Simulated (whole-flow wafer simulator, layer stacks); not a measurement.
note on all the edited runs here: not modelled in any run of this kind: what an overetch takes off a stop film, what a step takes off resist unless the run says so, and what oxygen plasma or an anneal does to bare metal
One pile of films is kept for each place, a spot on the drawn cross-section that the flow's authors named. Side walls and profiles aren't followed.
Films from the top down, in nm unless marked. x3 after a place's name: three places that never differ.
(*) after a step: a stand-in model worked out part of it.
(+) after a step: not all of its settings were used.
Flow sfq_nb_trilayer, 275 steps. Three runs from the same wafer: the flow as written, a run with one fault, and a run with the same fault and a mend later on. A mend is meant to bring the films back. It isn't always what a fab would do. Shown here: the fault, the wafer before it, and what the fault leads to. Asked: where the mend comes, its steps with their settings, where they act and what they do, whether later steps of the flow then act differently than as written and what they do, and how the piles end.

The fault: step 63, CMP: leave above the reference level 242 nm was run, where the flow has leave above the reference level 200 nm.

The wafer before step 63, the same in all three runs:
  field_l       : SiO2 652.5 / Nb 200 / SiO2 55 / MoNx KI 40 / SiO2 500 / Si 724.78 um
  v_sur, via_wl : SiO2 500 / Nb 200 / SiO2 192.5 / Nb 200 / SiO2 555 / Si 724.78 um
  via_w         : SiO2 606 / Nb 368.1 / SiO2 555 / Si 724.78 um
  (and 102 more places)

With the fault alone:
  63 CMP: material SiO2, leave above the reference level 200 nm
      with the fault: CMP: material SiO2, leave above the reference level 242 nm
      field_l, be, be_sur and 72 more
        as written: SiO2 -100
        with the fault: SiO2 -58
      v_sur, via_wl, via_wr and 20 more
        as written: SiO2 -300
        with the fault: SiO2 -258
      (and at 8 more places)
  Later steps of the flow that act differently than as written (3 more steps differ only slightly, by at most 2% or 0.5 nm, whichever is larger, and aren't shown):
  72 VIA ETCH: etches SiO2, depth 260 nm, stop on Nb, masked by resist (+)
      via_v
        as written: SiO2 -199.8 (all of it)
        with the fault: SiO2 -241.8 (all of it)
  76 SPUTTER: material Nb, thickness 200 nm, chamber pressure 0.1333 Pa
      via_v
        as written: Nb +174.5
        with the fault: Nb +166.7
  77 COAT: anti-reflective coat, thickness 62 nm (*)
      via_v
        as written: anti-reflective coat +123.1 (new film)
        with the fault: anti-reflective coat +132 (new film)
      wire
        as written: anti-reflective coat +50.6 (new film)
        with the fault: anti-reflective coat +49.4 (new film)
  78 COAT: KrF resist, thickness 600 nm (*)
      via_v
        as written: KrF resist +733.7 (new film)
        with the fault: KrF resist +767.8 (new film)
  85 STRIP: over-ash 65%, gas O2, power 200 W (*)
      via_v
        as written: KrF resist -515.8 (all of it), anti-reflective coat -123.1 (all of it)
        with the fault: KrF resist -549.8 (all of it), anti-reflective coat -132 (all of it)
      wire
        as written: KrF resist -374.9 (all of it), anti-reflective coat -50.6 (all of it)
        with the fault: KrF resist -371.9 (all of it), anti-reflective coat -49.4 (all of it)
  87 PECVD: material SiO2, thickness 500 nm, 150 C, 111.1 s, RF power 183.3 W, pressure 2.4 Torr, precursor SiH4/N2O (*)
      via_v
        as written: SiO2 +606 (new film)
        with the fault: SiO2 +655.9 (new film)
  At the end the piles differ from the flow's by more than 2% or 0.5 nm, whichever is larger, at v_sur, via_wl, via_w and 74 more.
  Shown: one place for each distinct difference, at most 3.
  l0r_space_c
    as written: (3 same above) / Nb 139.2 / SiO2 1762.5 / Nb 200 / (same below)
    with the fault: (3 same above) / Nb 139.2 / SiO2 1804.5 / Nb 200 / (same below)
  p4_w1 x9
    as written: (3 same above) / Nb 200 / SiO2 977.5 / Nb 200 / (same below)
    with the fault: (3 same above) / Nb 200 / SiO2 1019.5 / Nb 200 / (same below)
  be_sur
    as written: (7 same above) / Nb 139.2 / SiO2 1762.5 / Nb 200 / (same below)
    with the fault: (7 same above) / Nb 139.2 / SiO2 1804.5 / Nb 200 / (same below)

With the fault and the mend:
  The mend comes after step 70.
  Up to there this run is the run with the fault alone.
  70a STRIP: over-ash 65%, gas O2, power 200 W (*)
      field_l, v_sur, via_wl and 102 more
        KrF resist -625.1 (all of it), anti-reflective coat -62 (all of it)
      via_v
        anti-reflective coat -62 (all of it)
  70b CMP: material SiO2, leave above the reference level 200 nm (the flow's step 63 once more)
      field_l, v_sur, via_wl and 103 more
        SiO2 -42
  70c COAT: anti-reflective coat, thickness 62 nm (the flow's step 65 once more)
      field_l, v_sur, via_wl and 103 more
        anti-reflective coat +62 (new film)
  70d COAT: KrF resist, thickness 650 nm (the flow's step 66 once more)
      field_l, v_sur, via_wl and 103 more
        KrF resist +650 (new film)
  70e SOFTBAKE: KrF resist (the flow's step 67 once more)
      changes no film at any place that is followed
  70f EXPOSE: photomask I1, dose 11.91 mJ/cm2, NA 0.6, wavelength 248 nm (*) (the flow's step 68 once more)
      changes no film at any place that is followed
  70g PEB: KrF resist, 90 s (the flow's step 69 once more)
      field_l, v_sur, via_wl and 103 more
        KrF resist -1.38
  70h DEVELOP: KrF resist, thickness 650 nm, 60 s (the flow's step 70 once more)
      field_l, v_sur, via_wl and 102 more
        KrF resist -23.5
      via_v
        KrF resist -648.6 (all of it)
  No later step of the flow acts differently than as written at any place that is followed.
  At the end the piles are the same as the flow's at every place that both follow.
